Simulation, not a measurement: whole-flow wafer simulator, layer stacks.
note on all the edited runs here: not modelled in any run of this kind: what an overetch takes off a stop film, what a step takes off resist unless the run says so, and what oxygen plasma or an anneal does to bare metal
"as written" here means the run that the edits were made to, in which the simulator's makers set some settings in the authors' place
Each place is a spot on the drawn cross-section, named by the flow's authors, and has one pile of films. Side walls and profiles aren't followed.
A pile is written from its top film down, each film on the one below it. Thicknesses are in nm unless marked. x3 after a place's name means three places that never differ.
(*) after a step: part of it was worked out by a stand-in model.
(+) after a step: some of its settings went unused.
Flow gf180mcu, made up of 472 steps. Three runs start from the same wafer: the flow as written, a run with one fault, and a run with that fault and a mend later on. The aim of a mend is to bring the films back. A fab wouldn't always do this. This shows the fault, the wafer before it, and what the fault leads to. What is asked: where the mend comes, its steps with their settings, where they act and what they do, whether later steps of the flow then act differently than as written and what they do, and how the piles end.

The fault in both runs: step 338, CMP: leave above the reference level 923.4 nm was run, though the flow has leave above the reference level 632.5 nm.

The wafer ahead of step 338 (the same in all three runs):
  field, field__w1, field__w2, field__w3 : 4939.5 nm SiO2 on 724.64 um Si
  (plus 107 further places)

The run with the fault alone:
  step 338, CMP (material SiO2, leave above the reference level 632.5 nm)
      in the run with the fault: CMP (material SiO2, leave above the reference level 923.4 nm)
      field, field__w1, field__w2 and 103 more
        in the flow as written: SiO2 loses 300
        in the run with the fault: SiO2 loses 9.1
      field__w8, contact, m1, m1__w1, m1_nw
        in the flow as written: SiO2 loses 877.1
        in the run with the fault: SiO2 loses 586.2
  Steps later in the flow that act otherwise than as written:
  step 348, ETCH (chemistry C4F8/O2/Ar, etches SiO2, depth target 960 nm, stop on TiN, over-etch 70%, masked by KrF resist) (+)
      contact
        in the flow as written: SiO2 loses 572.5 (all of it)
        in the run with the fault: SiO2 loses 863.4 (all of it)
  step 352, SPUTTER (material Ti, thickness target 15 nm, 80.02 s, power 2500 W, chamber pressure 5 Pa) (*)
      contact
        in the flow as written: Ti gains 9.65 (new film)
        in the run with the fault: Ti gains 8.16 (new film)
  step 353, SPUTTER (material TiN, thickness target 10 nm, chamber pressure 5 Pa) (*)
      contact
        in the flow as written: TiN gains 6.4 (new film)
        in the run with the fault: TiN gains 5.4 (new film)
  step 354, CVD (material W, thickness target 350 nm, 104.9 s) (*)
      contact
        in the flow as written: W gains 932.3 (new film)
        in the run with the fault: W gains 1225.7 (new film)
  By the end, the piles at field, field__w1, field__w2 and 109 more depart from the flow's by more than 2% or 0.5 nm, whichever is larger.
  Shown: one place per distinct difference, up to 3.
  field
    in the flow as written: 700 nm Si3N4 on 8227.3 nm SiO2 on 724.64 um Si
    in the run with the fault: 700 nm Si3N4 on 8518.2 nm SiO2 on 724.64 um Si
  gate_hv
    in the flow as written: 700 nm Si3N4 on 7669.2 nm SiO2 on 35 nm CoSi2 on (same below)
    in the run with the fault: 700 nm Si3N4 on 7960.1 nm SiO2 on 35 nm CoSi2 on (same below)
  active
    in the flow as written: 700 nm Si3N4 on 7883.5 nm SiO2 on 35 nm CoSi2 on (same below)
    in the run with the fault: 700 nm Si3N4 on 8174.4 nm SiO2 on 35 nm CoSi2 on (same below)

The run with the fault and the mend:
  The mend stands after step 338.
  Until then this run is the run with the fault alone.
  step 338a, CMP (material SiO2, leave above the reference level 632.5 nm) (the flow's step 338, run once more)
      field, field__w1, field__w2 and 108 more
        SiO2 loses 290.9
  Later steps of the flow that are run all act as written at every place that is followed.
  The piles end the same as the flow's at every place that both follow.
